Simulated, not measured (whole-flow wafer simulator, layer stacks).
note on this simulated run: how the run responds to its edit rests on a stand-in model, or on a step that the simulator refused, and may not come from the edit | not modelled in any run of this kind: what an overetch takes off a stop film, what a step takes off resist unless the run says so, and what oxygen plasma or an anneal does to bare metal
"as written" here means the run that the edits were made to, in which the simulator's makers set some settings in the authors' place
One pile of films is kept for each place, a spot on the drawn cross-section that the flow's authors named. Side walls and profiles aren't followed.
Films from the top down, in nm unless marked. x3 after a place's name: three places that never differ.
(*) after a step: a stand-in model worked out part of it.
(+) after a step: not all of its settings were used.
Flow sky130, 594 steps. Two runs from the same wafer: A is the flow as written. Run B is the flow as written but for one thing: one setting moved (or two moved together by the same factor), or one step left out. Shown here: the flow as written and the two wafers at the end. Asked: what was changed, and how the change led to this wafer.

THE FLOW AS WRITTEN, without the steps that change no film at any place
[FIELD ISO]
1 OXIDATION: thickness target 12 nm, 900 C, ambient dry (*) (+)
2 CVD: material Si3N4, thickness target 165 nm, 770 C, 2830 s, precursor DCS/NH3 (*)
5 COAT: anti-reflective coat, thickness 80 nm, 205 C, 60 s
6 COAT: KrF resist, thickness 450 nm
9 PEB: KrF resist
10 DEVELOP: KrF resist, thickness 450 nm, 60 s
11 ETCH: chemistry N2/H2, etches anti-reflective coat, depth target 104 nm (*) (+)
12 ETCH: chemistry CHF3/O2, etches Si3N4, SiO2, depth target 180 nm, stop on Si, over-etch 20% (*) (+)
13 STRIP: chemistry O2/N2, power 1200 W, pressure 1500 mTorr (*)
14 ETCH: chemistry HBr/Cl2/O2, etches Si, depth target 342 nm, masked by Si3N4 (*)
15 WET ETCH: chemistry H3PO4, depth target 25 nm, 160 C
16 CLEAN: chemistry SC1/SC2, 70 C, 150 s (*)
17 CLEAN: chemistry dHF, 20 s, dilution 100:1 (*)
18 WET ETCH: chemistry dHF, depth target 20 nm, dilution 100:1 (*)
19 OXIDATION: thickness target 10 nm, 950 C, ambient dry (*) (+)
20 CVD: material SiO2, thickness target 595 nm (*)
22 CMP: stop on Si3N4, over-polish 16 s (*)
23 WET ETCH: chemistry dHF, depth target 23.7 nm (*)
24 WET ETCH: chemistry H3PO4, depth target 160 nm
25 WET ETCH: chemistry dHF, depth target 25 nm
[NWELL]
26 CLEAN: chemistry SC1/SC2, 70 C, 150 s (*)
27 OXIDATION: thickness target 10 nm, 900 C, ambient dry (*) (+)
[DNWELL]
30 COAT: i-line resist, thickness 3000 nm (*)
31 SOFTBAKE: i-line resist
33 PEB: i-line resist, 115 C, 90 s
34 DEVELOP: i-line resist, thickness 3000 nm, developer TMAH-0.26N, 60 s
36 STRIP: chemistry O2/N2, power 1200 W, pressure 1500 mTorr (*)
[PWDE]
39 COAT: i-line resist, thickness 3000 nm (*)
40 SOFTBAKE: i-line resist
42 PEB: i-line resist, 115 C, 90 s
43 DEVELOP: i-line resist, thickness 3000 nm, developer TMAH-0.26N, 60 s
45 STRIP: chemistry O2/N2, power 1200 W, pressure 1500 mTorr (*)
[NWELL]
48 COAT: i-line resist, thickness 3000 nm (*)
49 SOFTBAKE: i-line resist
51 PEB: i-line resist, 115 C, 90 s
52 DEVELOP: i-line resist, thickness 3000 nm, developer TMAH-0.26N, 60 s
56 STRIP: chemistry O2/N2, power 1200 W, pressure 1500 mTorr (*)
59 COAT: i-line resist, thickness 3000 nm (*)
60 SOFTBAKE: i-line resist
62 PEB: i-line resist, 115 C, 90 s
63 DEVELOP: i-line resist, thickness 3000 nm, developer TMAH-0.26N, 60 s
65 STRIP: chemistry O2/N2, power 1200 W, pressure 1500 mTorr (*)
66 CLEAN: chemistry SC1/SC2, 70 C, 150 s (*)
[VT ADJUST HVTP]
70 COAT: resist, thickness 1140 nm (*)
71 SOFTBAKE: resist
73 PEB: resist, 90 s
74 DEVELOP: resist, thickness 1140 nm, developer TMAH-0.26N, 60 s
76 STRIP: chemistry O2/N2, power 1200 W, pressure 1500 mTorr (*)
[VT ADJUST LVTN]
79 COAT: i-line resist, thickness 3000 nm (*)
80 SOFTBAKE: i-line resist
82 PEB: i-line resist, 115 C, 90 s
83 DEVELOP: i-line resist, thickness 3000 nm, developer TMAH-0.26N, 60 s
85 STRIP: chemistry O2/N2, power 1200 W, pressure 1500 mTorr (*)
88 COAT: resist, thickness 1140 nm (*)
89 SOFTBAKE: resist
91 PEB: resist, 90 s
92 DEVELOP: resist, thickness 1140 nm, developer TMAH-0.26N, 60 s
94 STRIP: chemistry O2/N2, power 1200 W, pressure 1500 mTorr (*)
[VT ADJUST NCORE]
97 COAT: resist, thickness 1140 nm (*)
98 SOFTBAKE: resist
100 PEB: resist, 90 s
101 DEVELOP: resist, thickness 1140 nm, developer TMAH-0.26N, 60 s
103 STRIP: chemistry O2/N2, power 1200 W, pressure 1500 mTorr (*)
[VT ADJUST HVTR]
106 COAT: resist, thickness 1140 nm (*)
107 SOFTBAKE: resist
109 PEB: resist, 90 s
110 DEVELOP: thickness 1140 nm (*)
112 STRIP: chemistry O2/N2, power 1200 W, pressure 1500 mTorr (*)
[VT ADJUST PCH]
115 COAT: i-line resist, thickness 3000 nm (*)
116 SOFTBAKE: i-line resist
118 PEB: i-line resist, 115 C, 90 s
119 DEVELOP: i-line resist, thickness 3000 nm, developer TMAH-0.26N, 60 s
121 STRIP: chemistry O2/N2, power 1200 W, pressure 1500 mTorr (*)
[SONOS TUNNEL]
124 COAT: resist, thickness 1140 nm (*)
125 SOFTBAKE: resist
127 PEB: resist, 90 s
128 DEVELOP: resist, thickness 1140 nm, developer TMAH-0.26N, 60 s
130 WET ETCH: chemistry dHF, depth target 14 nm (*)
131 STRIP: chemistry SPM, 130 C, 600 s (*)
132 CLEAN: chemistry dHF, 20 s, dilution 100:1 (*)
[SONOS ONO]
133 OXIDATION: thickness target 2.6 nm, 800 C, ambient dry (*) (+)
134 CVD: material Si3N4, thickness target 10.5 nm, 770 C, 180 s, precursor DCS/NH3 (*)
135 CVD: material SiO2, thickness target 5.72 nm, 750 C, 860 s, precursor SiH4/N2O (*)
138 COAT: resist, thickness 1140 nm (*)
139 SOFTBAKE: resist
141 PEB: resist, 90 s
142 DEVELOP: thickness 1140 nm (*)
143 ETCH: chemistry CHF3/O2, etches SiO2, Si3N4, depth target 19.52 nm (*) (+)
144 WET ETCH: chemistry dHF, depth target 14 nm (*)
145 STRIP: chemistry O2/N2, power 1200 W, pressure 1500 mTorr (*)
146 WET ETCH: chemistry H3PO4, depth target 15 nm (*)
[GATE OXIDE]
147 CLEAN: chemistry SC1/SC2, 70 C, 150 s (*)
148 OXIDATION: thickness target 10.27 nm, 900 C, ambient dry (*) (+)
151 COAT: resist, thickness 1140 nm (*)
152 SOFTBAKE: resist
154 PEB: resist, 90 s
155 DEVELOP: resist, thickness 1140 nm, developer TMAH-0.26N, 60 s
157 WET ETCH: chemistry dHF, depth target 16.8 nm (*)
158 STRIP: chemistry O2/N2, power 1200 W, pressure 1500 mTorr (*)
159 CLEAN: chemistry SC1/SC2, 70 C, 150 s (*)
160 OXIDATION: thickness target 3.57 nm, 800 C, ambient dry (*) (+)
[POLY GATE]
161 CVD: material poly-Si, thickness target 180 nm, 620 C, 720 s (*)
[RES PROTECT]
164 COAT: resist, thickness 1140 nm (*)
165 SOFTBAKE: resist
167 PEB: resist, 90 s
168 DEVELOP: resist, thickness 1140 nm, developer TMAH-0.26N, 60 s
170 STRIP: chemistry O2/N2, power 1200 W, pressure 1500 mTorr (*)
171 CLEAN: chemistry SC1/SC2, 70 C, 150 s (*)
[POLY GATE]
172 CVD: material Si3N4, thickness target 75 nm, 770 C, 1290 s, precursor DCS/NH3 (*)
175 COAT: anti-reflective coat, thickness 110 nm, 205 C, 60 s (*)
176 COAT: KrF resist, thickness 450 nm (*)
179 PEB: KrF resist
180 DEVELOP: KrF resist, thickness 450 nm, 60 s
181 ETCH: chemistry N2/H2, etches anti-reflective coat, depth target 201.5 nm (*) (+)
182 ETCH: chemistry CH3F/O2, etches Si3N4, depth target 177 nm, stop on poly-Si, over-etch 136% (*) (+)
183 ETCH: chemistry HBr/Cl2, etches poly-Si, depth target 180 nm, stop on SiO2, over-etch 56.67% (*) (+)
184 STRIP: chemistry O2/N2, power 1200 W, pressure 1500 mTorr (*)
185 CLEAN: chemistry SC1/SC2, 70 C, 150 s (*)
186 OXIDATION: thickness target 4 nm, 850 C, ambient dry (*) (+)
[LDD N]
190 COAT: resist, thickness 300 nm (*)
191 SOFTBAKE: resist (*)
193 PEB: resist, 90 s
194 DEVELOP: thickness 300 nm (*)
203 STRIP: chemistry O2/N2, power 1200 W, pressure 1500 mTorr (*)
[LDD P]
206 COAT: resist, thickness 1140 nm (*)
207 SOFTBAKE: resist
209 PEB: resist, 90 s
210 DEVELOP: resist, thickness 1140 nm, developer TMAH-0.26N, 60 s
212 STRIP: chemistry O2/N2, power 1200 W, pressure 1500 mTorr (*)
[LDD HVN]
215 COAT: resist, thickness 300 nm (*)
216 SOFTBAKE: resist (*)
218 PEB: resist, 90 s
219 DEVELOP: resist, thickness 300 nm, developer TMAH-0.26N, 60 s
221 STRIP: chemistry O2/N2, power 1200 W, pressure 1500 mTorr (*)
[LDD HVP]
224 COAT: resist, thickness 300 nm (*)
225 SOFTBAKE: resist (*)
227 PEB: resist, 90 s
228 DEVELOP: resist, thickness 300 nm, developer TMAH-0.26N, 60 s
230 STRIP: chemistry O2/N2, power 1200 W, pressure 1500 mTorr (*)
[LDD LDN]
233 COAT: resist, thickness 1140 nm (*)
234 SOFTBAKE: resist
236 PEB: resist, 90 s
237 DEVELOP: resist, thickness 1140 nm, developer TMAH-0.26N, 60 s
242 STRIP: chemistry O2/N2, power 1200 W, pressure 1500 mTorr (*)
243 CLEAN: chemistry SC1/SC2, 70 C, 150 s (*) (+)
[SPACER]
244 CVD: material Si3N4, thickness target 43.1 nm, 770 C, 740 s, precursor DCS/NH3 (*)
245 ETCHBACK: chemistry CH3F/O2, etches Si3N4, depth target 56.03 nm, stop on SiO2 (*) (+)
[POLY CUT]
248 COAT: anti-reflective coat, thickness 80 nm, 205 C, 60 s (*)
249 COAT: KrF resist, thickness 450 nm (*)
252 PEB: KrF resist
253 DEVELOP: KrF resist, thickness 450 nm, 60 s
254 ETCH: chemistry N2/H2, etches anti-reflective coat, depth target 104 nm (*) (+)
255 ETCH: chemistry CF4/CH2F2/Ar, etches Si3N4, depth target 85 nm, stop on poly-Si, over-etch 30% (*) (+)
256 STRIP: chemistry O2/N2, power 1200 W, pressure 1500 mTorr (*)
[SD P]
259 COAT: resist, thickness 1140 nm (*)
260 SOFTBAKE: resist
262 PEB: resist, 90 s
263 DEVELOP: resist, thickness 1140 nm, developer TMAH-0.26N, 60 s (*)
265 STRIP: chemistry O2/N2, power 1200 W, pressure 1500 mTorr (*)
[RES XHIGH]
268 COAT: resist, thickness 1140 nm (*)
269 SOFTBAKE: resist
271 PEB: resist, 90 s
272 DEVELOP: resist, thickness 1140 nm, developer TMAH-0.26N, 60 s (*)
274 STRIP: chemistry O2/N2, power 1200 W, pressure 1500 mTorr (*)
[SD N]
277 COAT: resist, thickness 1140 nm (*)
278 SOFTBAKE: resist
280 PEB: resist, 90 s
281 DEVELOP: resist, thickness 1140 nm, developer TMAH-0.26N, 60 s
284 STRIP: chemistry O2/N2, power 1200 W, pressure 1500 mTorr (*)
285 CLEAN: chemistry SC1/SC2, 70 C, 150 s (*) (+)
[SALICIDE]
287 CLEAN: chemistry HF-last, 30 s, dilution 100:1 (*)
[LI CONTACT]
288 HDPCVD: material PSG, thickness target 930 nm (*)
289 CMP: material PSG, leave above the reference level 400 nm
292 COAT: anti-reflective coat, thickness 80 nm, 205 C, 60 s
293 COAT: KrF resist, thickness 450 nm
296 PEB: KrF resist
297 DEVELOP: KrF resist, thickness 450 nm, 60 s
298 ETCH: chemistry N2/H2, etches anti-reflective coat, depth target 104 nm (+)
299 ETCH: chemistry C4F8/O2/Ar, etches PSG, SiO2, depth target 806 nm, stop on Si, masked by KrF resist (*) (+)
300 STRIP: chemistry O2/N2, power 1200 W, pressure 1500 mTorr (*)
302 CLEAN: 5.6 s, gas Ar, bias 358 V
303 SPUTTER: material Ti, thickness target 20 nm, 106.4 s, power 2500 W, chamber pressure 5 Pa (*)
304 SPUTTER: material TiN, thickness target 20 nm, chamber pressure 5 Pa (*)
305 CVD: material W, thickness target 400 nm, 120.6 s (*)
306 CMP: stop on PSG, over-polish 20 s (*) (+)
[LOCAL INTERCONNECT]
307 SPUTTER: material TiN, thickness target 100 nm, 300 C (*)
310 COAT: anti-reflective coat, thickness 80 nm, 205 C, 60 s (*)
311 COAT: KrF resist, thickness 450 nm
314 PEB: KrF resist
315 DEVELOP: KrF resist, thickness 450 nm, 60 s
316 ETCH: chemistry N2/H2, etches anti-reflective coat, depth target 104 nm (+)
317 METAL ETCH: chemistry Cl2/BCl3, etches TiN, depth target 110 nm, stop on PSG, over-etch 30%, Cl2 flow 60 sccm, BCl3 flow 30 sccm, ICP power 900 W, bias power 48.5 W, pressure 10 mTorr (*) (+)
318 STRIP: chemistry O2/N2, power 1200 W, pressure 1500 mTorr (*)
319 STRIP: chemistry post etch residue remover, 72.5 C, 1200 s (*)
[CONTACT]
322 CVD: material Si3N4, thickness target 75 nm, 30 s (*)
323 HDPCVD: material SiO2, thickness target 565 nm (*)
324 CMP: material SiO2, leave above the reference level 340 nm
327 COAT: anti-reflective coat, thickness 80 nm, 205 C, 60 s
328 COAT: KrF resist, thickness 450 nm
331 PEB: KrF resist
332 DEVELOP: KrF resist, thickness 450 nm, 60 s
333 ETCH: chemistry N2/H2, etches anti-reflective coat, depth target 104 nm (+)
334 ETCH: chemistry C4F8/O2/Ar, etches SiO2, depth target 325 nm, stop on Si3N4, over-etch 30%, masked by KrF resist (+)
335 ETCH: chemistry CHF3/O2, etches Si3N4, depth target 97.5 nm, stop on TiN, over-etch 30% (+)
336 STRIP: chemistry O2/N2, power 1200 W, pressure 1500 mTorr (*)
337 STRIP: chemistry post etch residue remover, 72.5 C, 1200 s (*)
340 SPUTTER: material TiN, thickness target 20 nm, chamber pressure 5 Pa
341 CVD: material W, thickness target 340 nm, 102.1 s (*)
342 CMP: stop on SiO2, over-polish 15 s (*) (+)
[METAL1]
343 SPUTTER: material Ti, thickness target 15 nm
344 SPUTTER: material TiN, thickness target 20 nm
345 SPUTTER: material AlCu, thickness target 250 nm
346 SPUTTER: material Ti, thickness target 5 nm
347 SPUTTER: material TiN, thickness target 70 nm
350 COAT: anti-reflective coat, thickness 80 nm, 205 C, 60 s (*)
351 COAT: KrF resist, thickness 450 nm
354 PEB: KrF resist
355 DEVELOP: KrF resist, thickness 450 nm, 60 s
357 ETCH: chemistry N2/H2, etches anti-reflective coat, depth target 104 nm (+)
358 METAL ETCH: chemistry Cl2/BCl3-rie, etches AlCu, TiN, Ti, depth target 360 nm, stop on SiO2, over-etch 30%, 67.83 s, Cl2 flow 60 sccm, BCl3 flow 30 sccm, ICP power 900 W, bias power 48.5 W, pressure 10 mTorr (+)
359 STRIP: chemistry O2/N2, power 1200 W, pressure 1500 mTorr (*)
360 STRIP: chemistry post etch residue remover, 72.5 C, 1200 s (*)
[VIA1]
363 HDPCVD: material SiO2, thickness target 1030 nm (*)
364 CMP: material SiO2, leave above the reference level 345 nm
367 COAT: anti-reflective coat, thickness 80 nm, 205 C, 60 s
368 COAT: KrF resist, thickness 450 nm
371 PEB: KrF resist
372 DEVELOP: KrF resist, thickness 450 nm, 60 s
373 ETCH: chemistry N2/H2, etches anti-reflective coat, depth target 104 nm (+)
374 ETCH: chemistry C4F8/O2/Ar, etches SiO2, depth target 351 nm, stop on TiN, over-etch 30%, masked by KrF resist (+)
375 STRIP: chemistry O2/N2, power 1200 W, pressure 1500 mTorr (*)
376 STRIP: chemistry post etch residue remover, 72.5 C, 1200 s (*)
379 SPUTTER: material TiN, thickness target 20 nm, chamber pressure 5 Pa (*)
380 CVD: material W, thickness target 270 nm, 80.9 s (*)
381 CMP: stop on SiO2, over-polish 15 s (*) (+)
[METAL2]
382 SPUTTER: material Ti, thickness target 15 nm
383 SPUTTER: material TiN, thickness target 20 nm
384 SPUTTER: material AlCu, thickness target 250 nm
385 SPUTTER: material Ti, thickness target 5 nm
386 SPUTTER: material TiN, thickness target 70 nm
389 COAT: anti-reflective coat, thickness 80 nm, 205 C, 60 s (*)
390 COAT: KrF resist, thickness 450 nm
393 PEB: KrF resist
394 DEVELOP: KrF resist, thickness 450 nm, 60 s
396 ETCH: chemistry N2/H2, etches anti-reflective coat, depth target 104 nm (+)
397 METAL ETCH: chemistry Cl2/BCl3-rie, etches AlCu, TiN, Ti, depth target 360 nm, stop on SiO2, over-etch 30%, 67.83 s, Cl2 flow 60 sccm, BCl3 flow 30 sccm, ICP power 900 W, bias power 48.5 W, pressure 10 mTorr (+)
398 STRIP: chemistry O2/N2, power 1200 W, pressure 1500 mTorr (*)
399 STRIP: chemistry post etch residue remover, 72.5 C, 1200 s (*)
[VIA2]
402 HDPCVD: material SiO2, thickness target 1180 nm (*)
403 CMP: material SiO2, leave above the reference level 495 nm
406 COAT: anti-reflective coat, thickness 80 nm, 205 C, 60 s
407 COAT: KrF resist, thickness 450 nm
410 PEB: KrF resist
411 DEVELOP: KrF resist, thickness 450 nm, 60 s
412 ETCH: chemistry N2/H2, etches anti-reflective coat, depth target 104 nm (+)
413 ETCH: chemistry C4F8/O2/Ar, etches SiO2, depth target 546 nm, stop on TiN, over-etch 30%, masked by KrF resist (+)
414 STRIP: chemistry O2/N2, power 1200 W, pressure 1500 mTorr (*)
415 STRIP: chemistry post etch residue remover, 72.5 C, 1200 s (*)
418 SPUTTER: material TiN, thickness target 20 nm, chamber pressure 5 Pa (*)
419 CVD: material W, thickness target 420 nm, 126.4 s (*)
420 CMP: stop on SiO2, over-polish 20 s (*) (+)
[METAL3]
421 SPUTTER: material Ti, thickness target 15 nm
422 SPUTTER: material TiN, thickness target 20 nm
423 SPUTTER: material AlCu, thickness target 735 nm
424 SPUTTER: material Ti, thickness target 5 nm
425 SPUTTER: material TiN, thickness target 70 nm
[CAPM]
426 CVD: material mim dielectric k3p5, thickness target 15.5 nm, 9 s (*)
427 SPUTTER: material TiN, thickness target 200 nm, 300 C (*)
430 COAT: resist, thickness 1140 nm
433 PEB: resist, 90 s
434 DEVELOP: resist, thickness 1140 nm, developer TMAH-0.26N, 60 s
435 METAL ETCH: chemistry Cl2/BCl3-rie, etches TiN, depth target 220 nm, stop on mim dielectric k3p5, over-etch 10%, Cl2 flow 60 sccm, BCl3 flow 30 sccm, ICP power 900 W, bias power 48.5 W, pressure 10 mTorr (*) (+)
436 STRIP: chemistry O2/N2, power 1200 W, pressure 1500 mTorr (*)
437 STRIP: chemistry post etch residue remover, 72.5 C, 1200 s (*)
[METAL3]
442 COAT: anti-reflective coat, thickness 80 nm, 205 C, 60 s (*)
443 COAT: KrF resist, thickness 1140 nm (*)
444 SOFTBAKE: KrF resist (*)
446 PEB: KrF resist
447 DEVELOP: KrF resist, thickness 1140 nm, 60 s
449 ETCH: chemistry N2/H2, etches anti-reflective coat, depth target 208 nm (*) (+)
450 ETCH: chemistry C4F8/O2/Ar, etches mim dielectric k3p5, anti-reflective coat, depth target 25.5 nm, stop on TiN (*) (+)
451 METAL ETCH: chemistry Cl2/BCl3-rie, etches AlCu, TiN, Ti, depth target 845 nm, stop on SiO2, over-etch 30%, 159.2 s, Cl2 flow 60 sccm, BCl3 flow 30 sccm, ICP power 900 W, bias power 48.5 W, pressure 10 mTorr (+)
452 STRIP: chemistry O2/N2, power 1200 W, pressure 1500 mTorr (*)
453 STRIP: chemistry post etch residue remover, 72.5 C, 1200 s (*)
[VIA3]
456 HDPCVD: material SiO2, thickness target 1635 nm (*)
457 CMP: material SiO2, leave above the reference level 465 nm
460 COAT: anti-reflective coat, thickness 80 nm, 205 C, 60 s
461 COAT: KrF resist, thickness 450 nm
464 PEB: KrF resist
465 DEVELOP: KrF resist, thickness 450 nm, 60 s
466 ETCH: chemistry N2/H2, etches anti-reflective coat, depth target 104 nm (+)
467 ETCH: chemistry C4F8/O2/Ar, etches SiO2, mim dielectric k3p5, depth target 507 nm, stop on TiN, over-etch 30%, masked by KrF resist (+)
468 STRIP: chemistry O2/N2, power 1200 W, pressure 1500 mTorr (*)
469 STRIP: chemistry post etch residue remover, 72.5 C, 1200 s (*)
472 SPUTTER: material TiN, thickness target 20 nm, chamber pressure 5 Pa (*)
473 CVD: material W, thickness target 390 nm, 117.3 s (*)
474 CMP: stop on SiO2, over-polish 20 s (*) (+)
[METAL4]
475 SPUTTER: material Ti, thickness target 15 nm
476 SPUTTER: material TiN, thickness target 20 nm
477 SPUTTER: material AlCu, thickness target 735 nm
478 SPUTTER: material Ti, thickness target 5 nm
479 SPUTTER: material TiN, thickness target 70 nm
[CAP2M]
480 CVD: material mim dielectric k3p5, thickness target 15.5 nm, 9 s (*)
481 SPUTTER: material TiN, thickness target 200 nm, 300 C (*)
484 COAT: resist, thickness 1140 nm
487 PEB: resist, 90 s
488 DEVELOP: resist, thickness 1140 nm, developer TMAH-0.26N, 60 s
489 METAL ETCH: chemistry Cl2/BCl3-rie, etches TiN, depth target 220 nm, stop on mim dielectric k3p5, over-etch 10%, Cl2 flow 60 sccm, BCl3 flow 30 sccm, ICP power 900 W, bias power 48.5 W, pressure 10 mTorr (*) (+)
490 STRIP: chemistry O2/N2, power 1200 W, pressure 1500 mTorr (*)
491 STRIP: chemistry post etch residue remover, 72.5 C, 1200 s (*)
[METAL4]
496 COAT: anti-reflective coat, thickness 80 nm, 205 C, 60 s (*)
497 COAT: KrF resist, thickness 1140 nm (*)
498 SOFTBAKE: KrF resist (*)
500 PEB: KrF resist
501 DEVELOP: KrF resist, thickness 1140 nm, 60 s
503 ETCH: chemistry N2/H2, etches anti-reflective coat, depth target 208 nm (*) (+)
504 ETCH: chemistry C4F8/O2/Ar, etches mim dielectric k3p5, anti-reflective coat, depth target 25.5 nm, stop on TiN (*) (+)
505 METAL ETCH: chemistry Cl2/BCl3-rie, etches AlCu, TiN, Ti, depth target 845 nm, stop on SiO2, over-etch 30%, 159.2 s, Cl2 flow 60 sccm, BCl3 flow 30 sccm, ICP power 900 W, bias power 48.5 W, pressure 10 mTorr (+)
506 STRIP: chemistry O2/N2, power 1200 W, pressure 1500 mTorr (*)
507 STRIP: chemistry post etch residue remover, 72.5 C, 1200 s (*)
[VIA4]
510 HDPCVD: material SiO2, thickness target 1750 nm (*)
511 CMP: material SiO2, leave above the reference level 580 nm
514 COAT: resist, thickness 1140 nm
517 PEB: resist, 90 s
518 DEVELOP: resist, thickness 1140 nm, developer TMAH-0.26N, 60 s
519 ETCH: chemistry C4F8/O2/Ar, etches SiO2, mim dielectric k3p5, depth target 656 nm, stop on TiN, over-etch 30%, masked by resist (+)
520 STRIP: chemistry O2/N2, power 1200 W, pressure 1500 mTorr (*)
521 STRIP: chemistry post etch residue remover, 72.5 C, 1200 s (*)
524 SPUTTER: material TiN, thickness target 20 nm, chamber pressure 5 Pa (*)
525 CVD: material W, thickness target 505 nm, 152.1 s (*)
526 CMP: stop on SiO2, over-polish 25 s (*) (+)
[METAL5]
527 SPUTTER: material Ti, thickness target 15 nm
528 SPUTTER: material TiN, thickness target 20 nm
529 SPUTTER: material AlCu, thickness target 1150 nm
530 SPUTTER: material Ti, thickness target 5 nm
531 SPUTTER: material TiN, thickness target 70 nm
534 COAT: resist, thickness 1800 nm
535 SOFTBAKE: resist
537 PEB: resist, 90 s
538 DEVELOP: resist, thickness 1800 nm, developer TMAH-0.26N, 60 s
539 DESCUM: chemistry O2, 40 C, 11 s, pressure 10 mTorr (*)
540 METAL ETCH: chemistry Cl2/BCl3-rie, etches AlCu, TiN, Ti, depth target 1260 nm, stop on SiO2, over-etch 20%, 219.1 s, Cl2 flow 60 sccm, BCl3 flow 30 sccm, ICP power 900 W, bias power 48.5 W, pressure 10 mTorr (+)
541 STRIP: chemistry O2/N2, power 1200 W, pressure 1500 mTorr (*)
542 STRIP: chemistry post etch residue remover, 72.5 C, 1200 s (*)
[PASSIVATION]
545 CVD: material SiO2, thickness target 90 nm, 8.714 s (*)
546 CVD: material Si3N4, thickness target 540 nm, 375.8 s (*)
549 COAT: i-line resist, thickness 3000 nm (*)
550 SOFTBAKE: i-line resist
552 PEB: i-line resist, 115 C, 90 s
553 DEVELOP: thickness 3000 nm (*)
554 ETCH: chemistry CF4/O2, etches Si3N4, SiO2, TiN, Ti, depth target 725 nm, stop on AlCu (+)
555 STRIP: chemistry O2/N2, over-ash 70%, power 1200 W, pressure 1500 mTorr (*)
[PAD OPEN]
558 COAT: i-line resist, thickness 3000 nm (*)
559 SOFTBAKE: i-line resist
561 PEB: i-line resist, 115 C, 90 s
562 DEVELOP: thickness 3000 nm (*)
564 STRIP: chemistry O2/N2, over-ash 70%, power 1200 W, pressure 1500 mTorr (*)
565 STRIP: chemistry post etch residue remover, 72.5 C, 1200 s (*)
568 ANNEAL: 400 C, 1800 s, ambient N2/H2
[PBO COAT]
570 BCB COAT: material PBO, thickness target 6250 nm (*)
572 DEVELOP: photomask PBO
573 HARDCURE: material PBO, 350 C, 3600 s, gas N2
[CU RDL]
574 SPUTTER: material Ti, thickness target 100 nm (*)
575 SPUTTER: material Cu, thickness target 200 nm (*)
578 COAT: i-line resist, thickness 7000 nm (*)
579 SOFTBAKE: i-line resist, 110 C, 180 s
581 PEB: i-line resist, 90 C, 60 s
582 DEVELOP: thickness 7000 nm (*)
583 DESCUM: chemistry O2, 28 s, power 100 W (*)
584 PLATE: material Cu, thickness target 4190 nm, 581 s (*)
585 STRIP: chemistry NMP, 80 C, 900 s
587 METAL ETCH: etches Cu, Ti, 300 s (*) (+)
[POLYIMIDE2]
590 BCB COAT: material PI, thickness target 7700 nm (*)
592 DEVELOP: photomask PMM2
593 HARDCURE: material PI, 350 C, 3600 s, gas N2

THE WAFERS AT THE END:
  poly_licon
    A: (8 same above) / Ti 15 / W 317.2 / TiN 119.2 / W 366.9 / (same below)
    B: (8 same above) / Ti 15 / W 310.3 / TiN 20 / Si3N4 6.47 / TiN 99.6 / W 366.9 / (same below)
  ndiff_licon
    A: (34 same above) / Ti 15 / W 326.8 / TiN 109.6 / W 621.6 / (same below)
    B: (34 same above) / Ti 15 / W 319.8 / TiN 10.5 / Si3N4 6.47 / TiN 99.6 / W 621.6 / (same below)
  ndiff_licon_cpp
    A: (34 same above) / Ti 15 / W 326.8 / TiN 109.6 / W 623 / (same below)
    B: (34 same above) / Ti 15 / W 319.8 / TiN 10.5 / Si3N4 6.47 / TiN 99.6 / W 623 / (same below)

The cause: step 334, ETCH: depth target 260 nm was run, where the flow has depth target 325 nm; step 335, ETCH: depth target 78 nm was run, where the flow has depth target 97.5 nm.

How the change led to this, step by step:
  334 ETCH: chemistry C4F8/O2/Ar, etches SiO2, depth target 325 nm, stop on Si3N4, over-etch 30%, masked by KrF resist (+)
      poly_licon, ndiff_licon, ndiff_licon_cpp, rpo_hd_licon: A SiO2 -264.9 (all of it) | B SiO2 -260
      field, active, n_well and 184 more: A KrF resist -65 | B KrF resist -52
  335 ETCH: chemistry CHF3/O2, etches Si3N4, depth target 97.5 nm, stop on TiN, over-etch 30% (+)
      poly_licon, ndiff_licon, ndiff_licon_cpp, rpo_hd_licon: A Si3N4 -75 (all of it) | B SiO2 -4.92 (all of it), Si3N4 -68.2
      field, active, n_well and 184 more: A KrF resist -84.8 | B KrF resist -67.8
  336 STRIP: chemistry O2/N2, power 1200 W, pressure 1500 mTorr (*)
      field, active, n_well and 184 more: A KrF resist -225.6 (all of it), anti-reflective coat -80 (all of it) | B KrF resist -255.6 (all of it), anti-reflective coat -80 (all of it)
  340 SPUTTER: material TiN, thickness target 20 nm, chamber pressure 5 Pa
      ndiff_licon, ndiff_licon_cpp, rpo_hd_licon: A TiN +10.4 | B TiN +10.5 (new film)
      poly_licon: A TiN +20 | B TiN +20 (new film)
  342 CMP: stop on SiO2, over-polish 15 s (*) (+)
      poly_licon: A W -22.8 | B W -29.7
Counting metal films that touch as one body, poly_licon has 3 bodies (between them, from the top down: Si3N4 6.47; void 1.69); the flow as written gives 2 bodies (between them, from the top down: void 1.69).
Counting metal films that touch as one body, ndiff_licon has 7 bodies (between them, from the top down: SiO2 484 / mim dielectric k3p5 15.5; SiO2 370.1 / mim dielectric k3p5 15.5; SiO2 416; SiO2 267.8; Si3N4 6.47; void 1.67); the flow as written gives 6 bodies (between them, from the top down: SiO2 484 / mim dielectric k3p5 15.5; SiO2 370.1 / mim dielectric k3p5 15.5; SiO2 416; SiO2 267.8; void 1.67).
Counting metal films that touch as one body, ndiff_licon_cpp has 7 bodies (between them, from the top down: SiO2 484 / mim dielectric k3p5 15.5; SiO2 370.1 / mim dielectric k3p5 15.5; SiO2 416; SiO2 267.8; Si3N4 6.47; void 1.67); the flow as written gives 6 bodies (between them, from the top down: SiO2 484 / mim dielectric k3p5 15.5; SiO2 370.1 / mim dielectric k3p5 15.5; SiO2 416; SiO2 267.8; void 1.67).
